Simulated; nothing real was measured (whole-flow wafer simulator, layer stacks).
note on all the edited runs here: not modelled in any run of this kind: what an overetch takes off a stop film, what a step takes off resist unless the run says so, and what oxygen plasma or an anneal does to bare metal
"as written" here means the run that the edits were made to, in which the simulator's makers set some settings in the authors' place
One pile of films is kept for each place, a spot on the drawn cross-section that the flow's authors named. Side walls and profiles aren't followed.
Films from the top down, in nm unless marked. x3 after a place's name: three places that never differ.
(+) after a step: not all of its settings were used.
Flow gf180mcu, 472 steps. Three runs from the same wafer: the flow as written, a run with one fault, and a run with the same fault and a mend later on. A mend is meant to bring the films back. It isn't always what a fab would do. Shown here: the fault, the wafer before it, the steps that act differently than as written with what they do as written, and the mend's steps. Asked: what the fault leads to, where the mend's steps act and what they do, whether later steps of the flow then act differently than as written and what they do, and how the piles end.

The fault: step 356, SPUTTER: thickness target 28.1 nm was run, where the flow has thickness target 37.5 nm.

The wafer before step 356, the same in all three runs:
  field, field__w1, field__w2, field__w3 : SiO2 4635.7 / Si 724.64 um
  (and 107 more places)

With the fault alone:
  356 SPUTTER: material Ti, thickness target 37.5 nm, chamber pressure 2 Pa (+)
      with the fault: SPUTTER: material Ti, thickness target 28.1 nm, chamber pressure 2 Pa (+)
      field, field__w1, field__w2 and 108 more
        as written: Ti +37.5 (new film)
        with the fault: Ti +28.1 (new film)
  Later steps of the flow that act differently than as written:
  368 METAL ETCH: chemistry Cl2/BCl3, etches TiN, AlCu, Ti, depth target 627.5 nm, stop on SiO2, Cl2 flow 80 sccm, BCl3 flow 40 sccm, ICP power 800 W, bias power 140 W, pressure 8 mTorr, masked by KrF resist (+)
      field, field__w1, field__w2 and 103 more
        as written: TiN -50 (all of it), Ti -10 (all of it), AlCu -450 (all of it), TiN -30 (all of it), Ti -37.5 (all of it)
        with the fault: TiN -50 (all of it), Ti -10 (all of it), AlCu -450 (all of it), TiN -30 (all of it), Ti -28.1 (all of it)
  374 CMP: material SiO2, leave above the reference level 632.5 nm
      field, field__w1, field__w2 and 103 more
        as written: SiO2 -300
        with the fault: SiO2 -309.4
  At the end the piles differ from the flow's by more than 2% or 0.5 nm, whichever is larger, at field__w8, contact, m1, m1__w1, m1_nw.
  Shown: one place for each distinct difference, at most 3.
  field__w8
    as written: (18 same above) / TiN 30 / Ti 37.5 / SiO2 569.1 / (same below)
    with the fault: (18 same above) / TiN 30 / Ti 28.1 / SiO2 569.1 / (same below)
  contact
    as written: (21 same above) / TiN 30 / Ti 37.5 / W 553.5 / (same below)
    with the fault: (21 same above) / TiN 30 / Ti 28.1 / W 553.5 / (same below)

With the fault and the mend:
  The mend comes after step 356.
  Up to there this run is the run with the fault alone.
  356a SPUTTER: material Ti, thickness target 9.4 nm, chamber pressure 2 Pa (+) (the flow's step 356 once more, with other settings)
      field, field__w1, field__w2 and 108 more
        Ti +9.4
  No later step of the flow acts differently than as written at any place that is followed.
  At the end the piles are the same as the flow's at every place that both follow.
